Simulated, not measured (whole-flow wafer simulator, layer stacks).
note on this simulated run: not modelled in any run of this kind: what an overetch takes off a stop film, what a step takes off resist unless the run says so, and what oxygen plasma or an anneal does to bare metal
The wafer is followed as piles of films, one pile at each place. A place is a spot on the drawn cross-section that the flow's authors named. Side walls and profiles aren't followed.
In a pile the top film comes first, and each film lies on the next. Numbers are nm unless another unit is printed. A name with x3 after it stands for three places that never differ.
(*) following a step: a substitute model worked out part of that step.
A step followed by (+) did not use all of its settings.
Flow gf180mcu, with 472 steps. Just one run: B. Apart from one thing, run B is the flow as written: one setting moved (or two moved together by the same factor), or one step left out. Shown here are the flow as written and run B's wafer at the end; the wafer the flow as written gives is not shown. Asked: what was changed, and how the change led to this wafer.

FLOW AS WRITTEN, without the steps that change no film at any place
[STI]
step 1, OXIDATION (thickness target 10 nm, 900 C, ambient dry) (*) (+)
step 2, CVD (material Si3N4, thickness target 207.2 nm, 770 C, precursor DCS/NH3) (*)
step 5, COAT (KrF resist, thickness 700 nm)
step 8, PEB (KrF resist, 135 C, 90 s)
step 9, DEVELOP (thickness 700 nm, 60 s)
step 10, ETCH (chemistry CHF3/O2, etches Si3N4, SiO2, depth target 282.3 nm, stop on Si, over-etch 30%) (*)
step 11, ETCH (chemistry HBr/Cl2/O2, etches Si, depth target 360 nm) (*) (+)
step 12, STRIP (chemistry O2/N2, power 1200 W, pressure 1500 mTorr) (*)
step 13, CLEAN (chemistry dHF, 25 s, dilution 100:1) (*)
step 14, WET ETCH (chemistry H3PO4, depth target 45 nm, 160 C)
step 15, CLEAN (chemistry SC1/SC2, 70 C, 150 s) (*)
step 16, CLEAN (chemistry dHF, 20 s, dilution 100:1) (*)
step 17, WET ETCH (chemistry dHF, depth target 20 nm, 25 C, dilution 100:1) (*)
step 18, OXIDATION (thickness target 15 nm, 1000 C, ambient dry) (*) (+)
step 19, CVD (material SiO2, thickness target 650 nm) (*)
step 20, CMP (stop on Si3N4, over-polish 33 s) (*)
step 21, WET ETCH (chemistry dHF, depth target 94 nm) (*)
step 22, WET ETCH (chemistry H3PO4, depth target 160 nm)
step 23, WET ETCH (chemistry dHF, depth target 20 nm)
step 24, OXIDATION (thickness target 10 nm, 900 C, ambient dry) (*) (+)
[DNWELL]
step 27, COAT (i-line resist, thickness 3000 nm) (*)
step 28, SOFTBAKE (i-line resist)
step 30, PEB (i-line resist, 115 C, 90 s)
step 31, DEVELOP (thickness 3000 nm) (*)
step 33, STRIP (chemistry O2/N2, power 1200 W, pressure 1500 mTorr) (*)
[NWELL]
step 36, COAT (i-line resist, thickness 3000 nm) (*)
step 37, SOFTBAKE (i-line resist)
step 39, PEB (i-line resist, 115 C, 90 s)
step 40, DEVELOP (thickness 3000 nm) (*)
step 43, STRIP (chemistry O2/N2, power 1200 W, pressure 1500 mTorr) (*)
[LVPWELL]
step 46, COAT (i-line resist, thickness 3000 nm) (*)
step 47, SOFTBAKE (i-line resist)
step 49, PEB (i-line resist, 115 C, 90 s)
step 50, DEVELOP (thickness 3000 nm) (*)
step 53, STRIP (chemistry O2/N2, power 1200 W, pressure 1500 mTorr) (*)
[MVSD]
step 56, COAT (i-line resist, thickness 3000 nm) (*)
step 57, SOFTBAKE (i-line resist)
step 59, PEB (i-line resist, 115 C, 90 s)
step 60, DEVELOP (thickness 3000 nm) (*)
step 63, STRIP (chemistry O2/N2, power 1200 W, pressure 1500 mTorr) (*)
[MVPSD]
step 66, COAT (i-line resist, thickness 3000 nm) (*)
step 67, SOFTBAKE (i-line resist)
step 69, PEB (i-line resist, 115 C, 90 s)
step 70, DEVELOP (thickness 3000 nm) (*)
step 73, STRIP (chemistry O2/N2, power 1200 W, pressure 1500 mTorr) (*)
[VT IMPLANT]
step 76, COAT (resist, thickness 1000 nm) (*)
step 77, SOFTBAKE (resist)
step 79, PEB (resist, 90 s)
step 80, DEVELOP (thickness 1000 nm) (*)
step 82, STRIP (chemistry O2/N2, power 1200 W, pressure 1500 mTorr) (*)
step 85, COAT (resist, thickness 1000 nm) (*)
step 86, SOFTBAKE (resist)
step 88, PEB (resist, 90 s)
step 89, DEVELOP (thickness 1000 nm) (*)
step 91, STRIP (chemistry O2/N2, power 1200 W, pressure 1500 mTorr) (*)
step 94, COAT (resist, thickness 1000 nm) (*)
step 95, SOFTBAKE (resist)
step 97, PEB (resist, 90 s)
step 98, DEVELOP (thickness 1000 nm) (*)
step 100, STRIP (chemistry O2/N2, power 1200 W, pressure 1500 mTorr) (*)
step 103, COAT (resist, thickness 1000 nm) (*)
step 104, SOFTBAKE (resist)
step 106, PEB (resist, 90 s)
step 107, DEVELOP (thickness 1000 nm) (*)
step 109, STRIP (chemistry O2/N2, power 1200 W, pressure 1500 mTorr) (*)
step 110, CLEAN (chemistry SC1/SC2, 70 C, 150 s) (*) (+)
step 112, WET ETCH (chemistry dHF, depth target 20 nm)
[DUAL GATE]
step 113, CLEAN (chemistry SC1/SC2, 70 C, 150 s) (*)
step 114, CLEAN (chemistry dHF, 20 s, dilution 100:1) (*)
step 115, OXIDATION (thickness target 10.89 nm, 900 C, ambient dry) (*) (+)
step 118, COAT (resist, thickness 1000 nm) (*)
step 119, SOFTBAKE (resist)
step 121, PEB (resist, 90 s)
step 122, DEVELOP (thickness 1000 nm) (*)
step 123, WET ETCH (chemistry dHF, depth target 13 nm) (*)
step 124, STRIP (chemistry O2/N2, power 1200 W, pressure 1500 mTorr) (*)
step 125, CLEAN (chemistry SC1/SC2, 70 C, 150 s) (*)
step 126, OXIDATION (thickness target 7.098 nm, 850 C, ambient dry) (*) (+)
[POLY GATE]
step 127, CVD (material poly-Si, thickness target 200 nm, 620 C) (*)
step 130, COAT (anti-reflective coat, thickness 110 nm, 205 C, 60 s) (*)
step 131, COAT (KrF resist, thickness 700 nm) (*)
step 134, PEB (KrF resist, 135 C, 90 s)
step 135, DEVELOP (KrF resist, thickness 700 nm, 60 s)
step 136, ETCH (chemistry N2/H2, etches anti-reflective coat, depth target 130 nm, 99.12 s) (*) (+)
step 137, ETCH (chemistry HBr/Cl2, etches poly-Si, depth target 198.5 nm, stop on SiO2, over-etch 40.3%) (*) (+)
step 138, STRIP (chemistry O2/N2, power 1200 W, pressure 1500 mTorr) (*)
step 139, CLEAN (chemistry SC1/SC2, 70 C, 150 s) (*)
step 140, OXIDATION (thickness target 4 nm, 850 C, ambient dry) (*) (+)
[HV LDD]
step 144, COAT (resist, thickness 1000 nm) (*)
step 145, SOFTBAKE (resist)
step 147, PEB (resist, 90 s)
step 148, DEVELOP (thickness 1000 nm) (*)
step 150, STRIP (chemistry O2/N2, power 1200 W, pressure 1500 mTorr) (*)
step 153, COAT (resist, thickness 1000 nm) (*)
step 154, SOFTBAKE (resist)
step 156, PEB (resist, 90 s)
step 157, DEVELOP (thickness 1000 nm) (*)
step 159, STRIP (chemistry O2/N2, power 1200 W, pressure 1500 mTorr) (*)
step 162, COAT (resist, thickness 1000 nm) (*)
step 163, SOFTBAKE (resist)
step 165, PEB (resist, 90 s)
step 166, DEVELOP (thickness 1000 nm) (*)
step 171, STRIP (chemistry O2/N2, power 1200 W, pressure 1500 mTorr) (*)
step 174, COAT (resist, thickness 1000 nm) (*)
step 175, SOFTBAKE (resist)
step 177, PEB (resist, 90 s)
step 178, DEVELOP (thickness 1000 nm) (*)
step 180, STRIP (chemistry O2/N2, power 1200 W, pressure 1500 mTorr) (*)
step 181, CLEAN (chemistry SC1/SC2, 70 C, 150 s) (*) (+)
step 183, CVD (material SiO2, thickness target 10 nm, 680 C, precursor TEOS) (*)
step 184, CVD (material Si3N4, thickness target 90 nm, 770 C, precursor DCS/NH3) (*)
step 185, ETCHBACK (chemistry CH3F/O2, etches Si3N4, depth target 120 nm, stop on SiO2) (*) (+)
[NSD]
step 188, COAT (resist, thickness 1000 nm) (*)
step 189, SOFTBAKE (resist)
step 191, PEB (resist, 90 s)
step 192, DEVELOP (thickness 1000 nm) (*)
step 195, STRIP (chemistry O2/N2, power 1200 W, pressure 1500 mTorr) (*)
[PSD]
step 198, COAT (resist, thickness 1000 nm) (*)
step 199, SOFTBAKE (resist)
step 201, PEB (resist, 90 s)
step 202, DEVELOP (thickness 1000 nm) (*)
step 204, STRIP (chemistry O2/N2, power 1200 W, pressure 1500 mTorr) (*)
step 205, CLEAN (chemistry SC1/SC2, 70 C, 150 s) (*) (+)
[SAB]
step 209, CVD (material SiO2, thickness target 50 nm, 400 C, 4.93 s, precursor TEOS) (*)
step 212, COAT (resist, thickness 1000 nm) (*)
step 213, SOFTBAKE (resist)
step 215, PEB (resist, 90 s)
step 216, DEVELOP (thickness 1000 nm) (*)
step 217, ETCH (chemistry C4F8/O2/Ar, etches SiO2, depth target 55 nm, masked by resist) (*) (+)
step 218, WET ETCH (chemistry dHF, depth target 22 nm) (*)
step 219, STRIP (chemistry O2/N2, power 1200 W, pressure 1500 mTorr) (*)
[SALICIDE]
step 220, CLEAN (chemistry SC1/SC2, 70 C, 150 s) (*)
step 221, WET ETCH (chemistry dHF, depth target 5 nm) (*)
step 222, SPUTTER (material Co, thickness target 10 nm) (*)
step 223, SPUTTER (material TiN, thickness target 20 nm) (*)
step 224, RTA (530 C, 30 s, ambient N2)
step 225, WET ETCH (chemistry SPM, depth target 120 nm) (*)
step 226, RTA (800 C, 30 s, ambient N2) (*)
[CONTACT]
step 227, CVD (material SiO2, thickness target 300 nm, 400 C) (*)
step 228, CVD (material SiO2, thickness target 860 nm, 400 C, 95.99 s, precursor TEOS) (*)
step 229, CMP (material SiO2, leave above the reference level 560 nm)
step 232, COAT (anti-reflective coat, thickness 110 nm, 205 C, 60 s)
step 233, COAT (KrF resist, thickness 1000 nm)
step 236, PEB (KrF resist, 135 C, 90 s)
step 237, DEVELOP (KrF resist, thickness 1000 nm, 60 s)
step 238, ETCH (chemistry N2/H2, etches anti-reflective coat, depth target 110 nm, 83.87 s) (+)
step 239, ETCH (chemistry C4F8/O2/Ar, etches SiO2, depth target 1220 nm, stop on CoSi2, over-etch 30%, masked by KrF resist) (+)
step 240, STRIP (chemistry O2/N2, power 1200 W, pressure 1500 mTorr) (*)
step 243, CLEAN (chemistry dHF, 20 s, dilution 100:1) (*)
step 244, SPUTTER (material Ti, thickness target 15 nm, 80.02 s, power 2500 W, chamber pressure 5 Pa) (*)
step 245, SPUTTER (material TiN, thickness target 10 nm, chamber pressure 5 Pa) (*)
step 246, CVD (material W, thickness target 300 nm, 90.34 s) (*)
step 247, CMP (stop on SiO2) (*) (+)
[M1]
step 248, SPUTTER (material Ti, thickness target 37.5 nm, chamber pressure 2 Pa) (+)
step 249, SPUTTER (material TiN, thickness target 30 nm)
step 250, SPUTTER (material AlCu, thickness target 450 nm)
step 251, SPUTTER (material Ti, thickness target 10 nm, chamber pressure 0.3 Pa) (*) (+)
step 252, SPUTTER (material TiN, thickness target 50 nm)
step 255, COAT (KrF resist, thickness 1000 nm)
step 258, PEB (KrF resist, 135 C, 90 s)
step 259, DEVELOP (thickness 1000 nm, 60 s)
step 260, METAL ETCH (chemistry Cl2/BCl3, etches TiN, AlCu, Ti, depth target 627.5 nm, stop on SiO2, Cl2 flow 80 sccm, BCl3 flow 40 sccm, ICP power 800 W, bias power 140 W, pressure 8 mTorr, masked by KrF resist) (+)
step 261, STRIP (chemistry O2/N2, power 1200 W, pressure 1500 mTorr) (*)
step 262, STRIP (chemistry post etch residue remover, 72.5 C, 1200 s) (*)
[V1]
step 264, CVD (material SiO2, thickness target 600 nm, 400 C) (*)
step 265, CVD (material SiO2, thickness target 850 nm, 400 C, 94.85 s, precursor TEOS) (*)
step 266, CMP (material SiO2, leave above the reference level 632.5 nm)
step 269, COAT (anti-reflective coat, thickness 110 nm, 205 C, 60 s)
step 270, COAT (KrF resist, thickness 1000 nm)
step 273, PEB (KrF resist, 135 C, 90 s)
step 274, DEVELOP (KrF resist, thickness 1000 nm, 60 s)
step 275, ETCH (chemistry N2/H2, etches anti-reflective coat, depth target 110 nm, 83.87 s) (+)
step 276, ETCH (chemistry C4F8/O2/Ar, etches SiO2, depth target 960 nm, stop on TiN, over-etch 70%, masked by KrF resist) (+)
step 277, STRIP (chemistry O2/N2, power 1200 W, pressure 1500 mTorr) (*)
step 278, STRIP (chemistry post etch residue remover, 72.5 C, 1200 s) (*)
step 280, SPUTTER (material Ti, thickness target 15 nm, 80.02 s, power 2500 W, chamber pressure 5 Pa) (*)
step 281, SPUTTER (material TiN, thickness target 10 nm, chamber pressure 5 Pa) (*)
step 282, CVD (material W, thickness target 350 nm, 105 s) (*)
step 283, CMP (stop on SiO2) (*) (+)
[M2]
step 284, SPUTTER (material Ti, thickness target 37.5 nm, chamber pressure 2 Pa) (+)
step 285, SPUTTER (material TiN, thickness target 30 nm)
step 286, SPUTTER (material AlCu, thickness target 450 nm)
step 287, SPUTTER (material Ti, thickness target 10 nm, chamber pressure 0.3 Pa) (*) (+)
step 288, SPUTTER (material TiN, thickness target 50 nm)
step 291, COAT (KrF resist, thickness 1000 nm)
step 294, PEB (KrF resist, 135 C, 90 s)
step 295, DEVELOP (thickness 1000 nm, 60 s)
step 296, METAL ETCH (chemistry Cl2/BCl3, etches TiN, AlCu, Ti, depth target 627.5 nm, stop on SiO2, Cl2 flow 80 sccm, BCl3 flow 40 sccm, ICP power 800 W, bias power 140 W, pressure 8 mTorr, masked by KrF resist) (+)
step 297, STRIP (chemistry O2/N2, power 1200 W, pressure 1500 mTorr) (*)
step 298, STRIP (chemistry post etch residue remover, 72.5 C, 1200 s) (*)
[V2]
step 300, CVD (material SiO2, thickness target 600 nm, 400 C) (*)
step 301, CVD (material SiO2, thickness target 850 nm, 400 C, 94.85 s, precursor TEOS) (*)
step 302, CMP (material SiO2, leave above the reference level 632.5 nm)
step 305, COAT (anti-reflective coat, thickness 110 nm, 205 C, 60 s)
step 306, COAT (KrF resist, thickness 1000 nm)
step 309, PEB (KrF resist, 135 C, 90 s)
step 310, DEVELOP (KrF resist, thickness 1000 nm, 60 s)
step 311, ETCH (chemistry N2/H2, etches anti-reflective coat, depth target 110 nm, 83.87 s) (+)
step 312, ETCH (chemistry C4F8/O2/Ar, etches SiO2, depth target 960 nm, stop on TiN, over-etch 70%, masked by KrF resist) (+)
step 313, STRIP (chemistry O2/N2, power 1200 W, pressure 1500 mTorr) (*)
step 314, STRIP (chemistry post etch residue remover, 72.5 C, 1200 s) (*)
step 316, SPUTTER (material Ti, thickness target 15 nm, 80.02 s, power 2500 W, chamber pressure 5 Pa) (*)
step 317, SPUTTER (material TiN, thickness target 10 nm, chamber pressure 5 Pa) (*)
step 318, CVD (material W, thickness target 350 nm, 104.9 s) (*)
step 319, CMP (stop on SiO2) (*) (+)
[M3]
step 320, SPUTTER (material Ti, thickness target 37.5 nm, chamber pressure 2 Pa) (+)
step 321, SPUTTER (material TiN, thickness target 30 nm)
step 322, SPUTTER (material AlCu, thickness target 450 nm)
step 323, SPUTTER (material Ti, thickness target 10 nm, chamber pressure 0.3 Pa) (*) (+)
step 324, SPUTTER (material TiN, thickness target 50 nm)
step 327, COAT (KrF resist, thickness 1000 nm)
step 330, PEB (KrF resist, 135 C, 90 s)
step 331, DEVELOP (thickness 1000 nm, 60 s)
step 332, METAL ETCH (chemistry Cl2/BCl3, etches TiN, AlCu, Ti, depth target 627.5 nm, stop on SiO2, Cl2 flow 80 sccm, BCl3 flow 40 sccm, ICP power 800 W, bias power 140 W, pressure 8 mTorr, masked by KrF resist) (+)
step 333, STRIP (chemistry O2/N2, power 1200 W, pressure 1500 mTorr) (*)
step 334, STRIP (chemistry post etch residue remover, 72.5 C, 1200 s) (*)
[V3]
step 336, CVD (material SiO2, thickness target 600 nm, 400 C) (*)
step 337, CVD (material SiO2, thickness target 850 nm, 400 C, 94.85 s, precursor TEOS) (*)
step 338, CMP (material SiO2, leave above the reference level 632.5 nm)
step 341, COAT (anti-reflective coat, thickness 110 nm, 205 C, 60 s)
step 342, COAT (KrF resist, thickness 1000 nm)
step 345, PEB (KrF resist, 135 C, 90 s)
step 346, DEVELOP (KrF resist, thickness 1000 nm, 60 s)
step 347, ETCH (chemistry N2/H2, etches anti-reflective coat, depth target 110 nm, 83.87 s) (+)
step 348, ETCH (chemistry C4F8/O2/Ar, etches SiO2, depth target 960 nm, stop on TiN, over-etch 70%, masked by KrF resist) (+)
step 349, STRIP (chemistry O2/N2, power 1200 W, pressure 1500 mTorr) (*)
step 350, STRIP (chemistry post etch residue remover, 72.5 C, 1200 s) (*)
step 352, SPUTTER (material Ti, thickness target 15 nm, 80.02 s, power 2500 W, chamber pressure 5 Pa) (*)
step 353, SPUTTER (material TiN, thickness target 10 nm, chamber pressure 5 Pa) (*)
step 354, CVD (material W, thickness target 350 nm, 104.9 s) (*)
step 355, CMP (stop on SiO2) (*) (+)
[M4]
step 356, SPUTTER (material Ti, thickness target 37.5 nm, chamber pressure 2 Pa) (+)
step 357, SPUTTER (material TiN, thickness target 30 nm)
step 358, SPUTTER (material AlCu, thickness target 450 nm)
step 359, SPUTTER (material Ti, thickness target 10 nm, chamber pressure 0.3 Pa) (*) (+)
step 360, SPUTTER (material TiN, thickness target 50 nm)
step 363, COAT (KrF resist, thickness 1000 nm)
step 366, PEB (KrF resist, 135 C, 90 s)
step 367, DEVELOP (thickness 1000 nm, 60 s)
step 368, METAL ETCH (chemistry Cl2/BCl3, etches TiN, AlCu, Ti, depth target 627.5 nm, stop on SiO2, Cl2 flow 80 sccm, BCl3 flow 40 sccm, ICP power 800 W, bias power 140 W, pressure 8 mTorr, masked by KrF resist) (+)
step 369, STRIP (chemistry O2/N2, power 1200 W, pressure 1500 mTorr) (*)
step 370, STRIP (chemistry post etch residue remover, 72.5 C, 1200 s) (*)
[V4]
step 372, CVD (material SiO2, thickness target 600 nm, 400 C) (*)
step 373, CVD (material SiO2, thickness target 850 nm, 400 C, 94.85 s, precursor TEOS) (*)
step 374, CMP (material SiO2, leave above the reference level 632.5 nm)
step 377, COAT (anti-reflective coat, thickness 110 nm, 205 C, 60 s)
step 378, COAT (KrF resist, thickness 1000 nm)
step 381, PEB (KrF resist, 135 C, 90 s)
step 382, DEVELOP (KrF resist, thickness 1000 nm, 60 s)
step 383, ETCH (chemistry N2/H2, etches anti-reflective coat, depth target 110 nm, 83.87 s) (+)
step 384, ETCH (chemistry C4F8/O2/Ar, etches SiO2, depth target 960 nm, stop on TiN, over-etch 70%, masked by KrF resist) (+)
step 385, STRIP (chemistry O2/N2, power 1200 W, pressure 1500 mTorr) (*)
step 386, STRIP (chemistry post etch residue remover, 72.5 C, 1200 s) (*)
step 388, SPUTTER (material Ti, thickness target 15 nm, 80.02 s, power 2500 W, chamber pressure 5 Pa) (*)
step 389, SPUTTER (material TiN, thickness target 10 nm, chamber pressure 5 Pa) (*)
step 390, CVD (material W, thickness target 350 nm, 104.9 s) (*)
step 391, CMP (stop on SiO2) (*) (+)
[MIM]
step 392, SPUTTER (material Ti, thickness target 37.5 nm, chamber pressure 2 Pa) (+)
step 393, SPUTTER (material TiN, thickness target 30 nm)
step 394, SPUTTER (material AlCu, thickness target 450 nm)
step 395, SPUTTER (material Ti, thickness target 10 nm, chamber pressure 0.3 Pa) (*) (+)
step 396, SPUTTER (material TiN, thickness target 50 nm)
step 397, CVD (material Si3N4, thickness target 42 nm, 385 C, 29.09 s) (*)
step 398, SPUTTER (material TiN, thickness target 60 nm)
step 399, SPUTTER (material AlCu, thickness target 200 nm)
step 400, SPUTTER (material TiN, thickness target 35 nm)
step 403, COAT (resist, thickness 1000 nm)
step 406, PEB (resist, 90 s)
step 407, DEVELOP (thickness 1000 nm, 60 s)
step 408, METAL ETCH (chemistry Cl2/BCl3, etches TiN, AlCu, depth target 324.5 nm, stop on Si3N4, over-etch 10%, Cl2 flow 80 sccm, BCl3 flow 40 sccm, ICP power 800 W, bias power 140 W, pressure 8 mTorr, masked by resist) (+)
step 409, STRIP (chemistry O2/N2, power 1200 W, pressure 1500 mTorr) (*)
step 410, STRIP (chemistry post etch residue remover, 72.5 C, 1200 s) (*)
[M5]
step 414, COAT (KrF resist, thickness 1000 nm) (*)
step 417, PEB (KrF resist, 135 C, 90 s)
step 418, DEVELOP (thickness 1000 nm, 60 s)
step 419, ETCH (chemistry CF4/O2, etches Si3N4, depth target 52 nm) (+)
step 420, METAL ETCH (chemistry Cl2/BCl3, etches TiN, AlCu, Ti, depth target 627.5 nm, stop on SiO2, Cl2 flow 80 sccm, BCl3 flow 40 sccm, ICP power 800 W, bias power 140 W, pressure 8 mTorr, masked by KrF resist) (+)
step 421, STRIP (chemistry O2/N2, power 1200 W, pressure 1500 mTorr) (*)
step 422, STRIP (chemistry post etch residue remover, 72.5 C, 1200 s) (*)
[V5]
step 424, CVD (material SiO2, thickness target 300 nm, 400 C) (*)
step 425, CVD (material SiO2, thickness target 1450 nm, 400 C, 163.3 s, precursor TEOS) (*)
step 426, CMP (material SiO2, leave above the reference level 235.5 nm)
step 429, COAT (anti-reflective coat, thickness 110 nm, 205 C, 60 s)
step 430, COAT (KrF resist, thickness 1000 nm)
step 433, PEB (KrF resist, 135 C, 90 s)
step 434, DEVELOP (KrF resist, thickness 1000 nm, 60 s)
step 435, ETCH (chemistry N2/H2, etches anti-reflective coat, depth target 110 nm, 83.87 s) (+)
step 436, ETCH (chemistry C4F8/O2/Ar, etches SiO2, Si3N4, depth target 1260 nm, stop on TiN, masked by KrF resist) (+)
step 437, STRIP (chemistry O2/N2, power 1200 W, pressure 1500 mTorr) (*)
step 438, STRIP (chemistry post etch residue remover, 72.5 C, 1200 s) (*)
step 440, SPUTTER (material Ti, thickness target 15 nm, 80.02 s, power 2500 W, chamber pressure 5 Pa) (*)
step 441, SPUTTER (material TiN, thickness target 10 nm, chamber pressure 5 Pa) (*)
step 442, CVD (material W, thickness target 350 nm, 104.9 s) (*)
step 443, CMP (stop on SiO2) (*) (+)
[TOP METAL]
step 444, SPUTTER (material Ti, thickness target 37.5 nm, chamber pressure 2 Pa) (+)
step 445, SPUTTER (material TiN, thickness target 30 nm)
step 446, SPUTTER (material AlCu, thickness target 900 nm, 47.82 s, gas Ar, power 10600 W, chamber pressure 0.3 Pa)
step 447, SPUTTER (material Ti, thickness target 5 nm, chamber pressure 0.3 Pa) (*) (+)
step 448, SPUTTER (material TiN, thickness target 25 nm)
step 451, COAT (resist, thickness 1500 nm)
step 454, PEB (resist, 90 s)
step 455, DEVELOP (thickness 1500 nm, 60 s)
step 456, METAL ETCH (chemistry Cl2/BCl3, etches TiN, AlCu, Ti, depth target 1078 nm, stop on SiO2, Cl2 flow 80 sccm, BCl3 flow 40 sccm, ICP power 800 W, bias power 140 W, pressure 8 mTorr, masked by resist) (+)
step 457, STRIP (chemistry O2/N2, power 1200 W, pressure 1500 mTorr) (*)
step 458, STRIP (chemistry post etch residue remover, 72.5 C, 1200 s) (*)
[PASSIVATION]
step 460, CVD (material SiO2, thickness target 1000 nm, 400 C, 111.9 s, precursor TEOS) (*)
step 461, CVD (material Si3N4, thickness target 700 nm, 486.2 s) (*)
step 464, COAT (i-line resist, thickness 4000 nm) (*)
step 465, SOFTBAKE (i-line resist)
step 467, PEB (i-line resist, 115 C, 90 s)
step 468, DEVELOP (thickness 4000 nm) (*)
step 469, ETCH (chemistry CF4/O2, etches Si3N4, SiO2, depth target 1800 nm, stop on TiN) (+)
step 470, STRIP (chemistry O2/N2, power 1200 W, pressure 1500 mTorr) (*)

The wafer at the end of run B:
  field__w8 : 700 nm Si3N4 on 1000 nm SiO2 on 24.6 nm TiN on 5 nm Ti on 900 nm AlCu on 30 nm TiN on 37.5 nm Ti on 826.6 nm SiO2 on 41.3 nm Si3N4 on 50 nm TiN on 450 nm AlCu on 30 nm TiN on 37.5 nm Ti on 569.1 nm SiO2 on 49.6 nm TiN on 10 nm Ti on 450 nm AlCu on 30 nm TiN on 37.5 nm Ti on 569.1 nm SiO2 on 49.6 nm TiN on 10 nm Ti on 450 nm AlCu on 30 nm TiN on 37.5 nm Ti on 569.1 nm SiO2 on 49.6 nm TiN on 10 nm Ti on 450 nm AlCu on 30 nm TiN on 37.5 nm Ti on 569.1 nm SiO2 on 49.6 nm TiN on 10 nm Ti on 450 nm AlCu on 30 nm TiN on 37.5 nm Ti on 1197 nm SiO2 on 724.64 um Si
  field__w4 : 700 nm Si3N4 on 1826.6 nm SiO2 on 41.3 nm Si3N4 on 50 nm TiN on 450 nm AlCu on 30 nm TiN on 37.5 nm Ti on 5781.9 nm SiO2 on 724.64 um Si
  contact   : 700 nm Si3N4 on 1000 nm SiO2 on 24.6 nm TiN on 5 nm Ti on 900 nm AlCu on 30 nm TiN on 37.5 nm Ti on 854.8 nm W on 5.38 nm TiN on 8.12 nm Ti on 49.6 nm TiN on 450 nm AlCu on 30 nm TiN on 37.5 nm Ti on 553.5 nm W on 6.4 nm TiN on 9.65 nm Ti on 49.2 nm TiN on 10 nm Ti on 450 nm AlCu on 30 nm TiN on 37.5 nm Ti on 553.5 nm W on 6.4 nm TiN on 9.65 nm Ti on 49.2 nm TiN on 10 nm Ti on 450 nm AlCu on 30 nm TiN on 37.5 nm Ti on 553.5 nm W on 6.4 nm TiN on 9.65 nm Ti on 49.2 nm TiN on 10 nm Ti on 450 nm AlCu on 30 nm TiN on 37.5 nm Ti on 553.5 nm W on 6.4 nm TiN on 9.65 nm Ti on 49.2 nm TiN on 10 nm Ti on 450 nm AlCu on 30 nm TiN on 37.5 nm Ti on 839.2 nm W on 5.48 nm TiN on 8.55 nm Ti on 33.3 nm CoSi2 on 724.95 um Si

What caused this: step 395, SPUTTER: material Ti, thickness target 10 nm, chamber pressure 0.3 Pa (*) (+), was omitted.

The path from the change to this, step by step:
  step 420, METAL ETCH (chemistry Cl2/BCl3, etches TiN, AlCu, Ti, depth target 627.5 nm, stop on SiO2, Cl2 flow 80 sccm, BCl3 flow 40 sccm, ICP power 800 W, bias power 140 W, pressure 8 mTorr, masked by KrF resist) (+)
      field, field__w1, field__w2 and 101 more: -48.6 TiN (all of it), -450 AlCu (all of it), -30 TiN (all of it), -37.5 Ti (all of it) (as written it would have been: -48.6 TiN (all of it), -10 Ti (all of it), -450 AlCu (all of it), -30 TiN (all of it), -37.5 Ti (all of it))
  step 426, CMP (material SiO2, leave above the reference level 235.5 nm)
      field, field__w1, field__w5 and 92 more: -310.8 SiO2 (as written it would have been: -300.8 SiO2)
      field__w2, field__w3, field__w12 and 6 more: -283.1 SiO2 (as written it would have been: -272.7 SiO2)
